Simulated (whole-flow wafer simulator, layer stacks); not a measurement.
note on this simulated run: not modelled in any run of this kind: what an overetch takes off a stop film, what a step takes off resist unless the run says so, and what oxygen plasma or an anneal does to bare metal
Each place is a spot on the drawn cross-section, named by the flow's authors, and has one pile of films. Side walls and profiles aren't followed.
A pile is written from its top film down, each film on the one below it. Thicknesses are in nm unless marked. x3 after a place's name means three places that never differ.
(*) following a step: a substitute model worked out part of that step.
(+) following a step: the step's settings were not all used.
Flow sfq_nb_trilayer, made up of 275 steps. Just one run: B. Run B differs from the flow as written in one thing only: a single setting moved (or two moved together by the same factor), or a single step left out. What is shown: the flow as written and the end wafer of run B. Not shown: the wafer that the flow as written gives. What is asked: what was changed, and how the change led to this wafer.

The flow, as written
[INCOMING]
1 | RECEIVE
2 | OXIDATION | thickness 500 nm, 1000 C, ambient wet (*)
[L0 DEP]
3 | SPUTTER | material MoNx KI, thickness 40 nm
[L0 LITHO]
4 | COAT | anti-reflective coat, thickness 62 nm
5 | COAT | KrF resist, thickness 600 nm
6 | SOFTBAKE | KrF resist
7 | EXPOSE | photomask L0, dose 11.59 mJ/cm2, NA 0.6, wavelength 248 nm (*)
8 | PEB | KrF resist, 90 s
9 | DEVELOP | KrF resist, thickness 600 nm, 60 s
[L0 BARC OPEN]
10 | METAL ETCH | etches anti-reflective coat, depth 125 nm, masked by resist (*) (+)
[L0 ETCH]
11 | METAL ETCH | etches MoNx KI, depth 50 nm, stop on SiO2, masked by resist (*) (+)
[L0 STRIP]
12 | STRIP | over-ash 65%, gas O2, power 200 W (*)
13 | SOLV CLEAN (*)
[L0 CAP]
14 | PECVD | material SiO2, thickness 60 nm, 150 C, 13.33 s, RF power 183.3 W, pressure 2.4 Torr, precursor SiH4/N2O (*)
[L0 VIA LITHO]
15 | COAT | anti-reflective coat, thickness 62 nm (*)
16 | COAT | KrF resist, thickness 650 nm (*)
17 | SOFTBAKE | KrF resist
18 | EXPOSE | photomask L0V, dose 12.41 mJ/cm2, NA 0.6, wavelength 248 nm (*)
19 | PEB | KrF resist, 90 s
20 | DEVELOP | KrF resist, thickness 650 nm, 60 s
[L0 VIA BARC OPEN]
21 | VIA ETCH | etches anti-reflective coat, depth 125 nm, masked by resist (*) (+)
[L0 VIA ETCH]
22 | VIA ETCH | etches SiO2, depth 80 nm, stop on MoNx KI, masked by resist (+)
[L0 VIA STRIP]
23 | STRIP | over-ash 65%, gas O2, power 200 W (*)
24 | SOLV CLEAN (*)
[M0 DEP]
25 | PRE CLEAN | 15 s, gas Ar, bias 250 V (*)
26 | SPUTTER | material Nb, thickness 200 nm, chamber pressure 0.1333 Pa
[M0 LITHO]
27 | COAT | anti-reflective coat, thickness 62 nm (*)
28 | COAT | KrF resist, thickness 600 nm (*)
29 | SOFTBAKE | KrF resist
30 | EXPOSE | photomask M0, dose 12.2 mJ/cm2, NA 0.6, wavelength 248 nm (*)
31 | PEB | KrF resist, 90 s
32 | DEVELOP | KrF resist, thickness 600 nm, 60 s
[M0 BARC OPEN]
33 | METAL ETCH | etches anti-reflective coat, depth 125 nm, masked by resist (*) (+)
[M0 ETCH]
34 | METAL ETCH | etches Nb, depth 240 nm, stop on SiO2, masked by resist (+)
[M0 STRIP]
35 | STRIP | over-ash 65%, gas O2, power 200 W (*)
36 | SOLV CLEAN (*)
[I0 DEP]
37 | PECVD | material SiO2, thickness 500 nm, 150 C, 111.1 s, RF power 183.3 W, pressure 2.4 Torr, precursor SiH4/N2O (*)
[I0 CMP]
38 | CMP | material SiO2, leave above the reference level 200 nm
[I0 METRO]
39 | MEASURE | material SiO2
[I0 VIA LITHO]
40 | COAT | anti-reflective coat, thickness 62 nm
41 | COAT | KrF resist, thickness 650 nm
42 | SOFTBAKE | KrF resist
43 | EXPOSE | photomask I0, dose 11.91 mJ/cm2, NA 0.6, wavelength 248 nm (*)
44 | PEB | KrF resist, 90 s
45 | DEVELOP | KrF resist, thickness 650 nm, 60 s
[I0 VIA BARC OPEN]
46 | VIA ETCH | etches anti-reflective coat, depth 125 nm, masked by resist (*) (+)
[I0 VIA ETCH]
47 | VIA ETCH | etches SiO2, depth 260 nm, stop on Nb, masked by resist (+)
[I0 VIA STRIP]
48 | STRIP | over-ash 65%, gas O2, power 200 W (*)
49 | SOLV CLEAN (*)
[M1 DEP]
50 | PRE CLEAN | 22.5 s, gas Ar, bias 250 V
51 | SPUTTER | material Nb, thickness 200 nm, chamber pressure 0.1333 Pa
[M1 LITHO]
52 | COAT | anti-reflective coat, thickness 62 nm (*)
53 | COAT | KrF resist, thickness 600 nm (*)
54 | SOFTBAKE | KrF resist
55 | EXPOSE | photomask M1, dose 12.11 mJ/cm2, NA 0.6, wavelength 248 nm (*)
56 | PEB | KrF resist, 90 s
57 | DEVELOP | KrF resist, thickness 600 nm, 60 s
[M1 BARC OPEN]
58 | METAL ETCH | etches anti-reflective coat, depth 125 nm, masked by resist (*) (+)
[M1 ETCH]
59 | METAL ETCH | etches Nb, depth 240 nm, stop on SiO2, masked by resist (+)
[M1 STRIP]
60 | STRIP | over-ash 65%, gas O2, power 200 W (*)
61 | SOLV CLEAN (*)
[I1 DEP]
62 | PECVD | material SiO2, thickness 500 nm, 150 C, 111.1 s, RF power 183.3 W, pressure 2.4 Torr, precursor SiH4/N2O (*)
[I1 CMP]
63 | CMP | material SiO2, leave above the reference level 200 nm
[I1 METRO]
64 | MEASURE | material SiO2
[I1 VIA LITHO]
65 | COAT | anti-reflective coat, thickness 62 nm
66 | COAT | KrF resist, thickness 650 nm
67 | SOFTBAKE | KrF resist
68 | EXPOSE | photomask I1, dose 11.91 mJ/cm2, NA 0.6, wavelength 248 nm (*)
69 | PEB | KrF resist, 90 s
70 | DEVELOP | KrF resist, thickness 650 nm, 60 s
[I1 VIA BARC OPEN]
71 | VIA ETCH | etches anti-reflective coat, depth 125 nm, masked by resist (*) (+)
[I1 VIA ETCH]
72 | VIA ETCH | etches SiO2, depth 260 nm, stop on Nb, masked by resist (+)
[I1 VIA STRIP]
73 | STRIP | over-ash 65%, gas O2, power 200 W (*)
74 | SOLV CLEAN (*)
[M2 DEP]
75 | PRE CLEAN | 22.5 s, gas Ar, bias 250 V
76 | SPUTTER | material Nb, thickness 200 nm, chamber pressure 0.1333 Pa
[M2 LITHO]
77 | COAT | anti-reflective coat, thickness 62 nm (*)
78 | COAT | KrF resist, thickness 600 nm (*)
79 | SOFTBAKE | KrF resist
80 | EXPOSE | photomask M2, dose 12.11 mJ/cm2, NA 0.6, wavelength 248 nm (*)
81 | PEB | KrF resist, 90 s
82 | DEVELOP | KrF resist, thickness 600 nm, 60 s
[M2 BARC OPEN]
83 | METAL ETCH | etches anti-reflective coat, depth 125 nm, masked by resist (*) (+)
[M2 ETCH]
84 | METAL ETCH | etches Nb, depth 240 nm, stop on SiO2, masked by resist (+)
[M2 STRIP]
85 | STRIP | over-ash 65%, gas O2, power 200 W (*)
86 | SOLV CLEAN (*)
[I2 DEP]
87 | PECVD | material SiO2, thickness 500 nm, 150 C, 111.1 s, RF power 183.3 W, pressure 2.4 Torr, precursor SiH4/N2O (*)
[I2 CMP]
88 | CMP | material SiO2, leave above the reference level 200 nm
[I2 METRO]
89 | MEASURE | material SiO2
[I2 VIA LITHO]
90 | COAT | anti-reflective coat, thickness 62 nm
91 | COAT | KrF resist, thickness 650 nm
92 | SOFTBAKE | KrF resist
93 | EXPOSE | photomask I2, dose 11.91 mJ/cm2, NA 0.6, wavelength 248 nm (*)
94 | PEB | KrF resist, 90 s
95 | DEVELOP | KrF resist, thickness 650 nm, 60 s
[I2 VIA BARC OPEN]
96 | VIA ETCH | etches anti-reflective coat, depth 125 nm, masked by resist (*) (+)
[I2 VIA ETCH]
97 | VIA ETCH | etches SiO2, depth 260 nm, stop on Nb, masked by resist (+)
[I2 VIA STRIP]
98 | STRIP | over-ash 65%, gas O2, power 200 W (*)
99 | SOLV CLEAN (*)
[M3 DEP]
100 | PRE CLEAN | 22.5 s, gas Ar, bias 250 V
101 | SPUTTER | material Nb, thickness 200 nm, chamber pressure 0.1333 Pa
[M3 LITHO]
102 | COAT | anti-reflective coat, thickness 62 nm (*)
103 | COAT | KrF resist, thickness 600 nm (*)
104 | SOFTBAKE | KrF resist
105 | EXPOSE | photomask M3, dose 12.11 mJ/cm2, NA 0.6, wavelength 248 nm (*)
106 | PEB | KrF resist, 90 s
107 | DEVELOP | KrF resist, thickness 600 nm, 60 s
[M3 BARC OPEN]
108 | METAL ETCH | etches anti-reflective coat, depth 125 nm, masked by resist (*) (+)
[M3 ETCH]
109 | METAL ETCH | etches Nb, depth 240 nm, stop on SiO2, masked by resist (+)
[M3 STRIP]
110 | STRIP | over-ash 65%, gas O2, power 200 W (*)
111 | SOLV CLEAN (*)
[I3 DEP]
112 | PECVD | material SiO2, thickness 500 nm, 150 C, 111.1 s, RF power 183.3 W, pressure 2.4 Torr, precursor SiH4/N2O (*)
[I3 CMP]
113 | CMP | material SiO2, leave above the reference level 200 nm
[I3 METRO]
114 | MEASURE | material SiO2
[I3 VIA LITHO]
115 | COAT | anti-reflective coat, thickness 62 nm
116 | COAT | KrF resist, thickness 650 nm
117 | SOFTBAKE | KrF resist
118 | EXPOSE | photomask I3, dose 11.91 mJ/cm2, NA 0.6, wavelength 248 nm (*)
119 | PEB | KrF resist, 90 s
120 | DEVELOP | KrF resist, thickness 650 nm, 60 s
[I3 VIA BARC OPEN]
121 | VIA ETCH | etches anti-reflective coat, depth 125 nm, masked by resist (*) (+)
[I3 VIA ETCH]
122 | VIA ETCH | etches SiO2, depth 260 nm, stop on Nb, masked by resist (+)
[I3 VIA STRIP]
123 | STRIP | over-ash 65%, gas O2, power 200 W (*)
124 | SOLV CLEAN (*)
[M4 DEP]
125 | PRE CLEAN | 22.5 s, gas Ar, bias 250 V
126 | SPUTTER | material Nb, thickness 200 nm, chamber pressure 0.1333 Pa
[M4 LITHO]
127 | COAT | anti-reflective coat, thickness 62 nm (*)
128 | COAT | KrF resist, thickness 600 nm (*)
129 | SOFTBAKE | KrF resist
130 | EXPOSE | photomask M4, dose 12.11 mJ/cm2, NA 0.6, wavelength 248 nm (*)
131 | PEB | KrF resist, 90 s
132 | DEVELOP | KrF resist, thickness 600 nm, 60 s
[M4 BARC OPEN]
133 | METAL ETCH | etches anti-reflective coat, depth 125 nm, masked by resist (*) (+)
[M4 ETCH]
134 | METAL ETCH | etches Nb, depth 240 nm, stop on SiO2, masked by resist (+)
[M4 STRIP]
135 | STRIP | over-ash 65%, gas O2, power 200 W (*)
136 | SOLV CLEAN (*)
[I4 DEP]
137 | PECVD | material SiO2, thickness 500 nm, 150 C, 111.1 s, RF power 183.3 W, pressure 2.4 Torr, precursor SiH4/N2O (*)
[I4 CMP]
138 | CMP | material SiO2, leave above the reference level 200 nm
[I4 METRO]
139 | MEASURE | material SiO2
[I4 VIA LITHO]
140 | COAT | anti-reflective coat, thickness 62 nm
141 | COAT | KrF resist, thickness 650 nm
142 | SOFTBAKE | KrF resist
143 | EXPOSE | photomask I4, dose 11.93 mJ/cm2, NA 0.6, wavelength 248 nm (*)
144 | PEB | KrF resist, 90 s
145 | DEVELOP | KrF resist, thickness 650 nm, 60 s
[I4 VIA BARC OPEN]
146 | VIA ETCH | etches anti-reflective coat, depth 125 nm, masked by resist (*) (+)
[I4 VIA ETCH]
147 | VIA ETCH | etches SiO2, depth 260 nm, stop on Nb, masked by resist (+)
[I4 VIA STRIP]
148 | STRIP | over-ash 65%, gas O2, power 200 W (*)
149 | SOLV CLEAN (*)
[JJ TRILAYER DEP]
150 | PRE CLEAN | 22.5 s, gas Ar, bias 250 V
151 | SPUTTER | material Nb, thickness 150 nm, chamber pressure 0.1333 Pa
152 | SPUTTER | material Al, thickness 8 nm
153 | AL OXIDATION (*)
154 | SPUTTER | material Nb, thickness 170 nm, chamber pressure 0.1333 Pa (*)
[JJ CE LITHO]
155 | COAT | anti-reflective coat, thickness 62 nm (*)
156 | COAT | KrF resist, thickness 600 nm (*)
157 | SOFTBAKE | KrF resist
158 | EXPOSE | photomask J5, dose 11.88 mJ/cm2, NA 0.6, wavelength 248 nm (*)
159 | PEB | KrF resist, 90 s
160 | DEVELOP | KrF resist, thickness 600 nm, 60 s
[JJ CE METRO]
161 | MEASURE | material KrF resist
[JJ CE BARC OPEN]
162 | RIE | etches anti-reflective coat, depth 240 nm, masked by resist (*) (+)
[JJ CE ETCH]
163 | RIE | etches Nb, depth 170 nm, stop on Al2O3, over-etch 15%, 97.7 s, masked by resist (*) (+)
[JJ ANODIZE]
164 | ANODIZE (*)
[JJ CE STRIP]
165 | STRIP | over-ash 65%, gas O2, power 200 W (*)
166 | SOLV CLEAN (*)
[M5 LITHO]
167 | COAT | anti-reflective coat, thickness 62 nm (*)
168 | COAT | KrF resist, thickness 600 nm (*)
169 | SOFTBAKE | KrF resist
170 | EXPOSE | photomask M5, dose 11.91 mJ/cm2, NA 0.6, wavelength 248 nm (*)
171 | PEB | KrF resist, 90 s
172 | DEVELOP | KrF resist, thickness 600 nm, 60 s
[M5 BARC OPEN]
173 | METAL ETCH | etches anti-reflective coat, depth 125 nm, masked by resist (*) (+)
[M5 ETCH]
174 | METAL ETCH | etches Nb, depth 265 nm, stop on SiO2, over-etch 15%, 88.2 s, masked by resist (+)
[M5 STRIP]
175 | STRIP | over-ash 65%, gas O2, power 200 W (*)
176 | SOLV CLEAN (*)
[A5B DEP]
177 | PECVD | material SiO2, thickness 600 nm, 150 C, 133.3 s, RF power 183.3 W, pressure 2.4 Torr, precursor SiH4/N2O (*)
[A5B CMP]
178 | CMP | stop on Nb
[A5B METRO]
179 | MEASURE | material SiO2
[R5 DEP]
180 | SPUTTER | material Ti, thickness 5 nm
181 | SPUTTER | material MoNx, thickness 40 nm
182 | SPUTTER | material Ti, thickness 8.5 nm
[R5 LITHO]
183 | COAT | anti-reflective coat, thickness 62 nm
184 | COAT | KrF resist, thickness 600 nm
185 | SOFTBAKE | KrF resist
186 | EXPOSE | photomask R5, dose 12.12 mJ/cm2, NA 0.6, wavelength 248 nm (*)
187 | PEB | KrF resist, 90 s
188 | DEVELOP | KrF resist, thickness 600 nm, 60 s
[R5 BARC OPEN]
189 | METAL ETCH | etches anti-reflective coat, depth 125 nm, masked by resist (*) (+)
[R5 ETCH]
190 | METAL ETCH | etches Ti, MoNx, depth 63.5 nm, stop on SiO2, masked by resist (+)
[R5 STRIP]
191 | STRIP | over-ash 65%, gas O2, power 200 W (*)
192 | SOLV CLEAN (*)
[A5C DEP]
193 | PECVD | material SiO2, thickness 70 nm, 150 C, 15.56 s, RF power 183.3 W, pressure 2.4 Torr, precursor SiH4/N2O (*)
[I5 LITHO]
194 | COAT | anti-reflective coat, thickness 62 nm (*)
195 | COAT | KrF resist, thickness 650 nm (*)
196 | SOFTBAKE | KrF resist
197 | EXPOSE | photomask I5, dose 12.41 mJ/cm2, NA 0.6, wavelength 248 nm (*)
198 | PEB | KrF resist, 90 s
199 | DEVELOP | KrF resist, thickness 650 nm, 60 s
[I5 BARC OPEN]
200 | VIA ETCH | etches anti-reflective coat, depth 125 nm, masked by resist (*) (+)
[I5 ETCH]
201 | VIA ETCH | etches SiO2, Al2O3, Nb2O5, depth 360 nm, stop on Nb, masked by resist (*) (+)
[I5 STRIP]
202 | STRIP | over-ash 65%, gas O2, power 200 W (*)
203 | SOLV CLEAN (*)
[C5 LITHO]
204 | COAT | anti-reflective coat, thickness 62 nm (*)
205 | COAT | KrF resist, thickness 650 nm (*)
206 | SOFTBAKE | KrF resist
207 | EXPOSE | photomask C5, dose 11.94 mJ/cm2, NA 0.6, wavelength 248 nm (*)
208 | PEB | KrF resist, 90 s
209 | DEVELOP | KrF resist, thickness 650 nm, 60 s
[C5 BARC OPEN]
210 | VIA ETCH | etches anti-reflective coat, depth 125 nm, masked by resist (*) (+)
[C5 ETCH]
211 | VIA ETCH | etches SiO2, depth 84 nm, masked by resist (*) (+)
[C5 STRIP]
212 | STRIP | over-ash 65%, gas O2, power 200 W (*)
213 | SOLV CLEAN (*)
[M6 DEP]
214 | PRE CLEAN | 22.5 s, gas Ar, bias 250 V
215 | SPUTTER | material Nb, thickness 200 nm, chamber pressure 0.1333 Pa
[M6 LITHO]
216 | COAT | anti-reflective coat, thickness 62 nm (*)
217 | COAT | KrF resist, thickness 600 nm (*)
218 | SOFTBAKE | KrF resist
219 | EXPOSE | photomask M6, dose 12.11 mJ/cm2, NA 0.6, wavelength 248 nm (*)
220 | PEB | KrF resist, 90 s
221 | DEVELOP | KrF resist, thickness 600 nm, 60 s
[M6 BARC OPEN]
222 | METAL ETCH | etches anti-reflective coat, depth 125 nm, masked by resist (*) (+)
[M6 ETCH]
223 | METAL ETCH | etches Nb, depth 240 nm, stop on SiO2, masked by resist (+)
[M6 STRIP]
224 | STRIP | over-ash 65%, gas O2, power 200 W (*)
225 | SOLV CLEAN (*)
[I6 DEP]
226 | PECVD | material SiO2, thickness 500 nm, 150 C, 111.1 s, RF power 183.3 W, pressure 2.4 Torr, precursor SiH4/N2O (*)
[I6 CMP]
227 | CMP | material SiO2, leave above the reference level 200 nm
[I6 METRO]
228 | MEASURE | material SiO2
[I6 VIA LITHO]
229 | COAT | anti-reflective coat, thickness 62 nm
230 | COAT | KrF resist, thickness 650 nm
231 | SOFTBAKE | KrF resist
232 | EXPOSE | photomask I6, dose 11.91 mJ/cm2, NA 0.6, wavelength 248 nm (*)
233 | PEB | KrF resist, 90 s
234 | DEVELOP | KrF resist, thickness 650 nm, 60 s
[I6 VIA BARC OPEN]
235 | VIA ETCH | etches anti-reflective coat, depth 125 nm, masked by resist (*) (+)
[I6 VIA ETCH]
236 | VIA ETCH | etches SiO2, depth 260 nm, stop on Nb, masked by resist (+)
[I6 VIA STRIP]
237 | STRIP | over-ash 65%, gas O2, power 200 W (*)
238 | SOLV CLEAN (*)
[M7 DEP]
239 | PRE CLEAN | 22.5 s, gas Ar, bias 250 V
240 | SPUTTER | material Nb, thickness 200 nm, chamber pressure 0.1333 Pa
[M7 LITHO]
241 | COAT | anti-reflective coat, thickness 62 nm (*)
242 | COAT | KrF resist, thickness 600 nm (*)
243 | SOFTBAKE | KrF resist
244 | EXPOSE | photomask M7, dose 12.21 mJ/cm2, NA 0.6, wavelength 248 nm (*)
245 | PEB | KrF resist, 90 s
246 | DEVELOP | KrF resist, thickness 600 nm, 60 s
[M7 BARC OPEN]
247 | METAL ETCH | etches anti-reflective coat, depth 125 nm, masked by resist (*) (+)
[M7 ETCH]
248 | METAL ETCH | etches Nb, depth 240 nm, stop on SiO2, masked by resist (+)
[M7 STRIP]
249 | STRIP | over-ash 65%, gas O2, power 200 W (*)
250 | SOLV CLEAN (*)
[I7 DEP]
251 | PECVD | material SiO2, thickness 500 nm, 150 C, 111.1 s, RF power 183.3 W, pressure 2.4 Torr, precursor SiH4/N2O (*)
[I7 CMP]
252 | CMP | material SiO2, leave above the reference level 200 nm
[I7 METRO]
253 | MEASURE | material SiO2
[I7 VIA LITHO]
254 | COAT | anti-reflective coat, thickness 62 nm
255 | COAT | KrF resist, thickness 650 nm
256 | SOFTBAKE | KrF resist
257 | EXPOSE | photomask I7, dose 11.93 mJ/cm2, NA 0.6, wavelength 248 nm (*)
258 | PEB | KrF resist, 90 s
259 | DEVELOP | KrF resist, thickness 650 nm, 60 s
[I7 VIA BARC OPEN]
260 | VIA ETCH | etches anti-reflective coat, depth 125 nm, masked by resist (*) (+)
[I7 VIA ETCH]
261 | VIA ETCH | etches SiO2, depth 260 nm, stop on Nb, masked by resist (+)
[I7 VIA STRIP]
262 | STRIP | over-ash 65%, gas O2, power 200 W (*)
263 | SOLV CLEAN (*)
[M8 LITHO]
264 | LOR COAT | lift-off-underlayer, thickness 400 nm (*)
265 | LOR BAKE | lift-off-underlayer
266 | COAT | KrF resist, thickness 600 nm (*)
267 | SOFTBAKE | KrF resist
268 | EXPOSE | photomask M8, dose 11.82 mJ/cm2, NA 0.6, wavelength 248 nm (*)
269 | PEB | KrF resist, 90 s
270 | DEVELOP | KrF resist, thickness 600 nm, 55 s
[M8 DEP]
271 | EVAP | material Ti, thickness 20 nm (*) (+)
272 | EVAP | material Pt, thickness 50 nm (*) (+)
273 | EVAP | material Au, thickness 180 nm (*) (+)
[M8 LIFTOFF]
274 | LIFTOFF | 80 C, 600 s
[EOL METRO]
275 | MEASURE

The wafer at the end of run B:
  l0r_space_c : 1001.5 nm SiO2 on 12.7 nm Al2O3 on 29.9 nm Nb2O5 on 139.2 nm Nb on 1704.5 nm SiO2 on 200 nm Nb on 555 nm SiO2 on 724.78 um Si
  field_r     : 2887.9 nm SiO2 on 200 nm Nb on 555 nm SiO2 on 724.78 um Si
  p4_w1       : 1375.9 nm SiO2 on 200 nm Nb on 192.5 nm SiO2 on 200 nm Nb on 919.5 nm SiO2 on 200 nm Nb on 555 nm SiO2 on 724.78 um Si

What caused this: step 76, SPUTTER: thickness 142 nm was run, whereas the flow has thickness 200 nm.

The path from the change to this, step by step:
  76 | SPUTTER | material Nb, thickness 200 nm, chamber pressure 0.1333 Pa
      field_l, v_sur, via_wl and 102 more: +142 Nb (new film) (as written it would have been: +200 Nb (new film))
      via_v: +124.6 Nb (as written it would have been: +174.5 Nb)
  77 | COAT | anti-reflective coat, thickness 62 nm (*)
      via_v: +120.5 anti-reflective coat (new film) (as written it would have been: +123.1 anti-reflective coat (new film))
  84 | METAL ETCH | etches Nb, depth 240 nm, stop on SiO2, masked by resist (+)
      field_l, be, be_sur and 81 more: -142 Nb (all of it) (as written it would have been: -200 Nb (all of it))
      v_sur, via_wl, via_w and 19 more: -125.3 KrF resist (as written it would have been: -141.2 KrF resist)
  85 | STRIP | over-ash 65%, gas O2, power 200 W (*)
      wl_j_sl, wl_jj, wl_j_sr and 12 more: -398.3 KrF resist (all of it), -62 anti-reflective coat (all of it) (as written it would have been: -382.4 KrF resist (all of it), -62 anti-reflective coat (all of it))
      v_sur: -396 KrF resist (all of it), -61.4 anti-reflective coat (all of it) (as written it would have been: -380 KrF resist (all of it), -61.4 anti-reflective coat (all of it))
      (as well as at 6 more places)
  87 | PECVD | material SiO2, thickness 500 nm, 150 C, 111.1 s, RF power 183.3 W, pressure 2.4 Torr, precursor SiH4/N2O (*)
      via_v: +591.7 SiO2 (new film) (as written it would have been: +606 SiO2 (new film))
  88 | CMP | material SiO2, leave above the reference level 200 nm
      field_l, be, be_sur and 81 more: -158 SiO2 (as written it would have been: -100 SiO2)
      via_v: -175.3 SiO2 (as written it would have been: -181.6 SiO2)
